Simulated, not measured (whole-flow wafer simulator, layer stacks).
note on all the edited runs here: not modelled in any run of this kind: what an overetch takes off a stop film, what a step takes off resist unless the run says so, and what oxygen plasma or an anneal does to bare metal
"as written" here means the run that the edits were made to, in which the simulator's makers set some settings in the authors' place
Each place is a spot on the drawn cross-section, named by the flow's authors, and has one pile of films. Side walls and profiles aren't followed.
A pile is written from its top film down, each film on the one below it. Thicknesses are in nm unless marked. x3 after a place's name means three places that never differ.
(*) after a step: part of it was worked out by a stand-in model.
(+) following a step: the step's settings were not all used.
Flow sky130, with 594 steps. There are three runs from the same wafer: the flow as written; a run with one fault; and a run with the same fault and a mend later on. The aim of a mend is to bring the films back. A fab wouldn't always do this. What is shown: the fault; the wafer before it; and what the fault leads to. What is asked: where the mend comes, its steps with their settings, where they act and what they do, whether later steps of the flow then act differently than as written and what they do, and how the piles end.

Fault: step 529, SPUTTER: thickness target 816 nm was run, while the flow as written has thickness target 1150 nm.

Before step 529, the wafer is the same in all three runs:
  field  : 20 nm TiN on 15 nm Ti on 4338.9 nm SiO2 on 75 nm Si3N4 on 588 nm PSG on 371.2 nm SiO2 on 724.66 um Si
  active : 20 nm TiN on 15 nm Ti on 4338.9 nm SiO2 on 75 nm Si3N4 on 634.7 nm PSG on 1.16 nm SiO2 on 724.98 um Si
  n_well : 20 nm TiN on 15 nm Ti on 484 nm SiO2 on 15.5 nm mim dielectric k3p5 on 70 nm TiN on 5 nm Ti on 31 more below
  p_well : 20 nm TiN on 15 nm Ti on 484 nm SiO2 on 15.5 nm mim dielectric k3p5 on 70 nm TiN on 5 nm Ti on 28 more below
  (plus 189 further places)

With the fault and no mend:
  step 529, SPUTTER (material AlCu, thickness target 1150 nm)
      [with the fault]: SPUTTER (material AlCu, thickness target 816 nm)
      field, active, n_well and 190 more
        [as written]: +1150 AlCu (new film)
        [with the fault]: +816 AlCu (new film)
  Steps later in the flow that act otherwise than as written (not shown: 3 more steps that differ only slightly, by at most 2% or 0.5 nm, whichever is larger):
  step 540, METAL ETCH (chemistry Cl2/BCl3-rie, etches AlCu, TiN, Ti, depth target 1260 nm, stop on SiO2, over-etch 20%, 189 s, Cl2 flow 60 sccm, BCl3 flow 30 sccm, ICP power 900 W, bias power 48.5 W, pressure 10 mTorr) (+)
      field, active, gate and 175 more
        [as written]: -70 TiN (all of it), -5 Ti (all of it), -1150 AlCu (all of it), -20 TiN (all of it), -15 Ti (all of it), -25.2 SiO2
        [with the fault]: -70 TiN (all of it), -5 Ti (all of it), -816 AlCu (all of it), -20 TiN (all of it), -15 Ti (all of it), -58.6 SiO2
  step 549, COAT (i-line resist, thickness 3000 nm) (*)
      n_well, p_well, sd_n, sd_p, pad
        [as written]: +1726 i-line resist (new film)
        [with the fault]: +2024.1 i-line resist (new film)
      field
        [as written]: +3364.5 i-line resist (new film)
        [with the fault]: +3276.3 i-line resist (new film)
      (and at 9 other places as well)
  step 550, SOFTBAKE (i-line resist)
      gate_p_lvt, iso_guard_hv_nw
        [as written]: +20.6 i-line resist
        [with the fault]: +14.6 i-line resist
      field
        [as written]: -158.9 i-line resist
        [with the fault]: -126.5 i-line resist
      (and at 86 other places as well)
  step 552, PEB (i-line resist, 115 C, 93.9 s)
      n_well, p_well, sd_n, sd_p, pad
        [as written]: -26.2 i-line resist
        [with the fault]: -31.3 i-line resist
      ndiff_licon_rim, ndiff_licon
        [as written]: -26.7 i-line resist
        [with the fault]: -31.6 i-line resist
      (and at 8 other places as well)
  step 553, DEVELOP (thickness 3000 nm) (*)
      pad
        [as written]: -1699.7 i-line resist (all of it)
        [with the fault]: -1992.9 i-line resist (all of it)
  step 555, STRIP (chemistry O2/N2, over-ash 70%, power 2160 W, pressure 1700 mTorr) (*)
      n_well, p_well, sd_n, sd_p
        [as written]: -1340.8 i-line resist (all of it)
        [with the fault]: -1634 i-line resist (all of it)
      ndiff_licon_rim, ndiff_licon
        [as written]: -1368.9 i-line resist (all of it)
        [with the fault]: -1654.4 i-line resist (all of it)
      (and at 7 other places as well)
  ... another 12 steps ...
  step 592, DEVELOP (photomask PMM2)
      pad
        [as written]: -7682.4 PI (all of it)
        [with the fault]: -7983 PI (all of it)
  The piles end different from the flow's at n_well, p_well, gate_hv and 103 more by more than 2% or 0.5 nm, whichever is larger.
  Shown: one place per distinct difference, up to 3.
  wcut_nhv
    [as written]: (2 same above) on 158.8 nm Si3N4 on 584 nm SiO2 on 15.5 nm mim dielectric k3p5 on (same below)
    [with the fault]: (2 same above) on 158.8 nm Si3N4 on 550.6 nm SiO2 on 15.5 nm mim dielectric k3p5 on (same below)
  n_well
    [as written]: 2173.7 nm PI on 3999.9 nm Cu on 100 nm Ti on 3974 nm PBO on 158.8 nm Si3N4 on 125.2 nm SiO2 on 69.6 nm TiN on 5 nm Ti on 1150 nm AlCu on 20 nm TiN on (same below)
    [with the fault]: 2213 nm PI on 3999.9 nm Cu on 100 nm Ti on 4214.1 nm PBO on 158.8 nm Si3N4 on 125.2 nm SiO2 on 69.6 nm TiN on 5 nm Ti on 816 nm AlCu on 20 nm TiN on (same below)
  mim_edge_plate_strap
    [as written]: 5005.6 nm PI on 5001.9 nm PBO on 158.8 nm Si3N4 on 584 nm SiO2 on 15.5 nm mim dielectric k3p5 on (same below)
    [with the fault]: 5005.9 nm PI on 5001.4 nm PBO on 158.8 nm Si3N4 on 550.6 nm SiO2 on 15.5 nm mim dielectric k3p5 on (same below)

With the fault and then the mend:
  The mend stands after step 529.
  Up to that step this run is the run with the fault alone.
  step 529a, SPUTTER (material AlCu, thickness target 334 nm) (a further turn of the flow's step 529, with different settings)
      field, active, n_well and 190 more
        +334 AlCu
  None of the later steps of the flow acts differently than as written at any place that is followed.
  At every place that both follow, the piles at the end match the flow's.
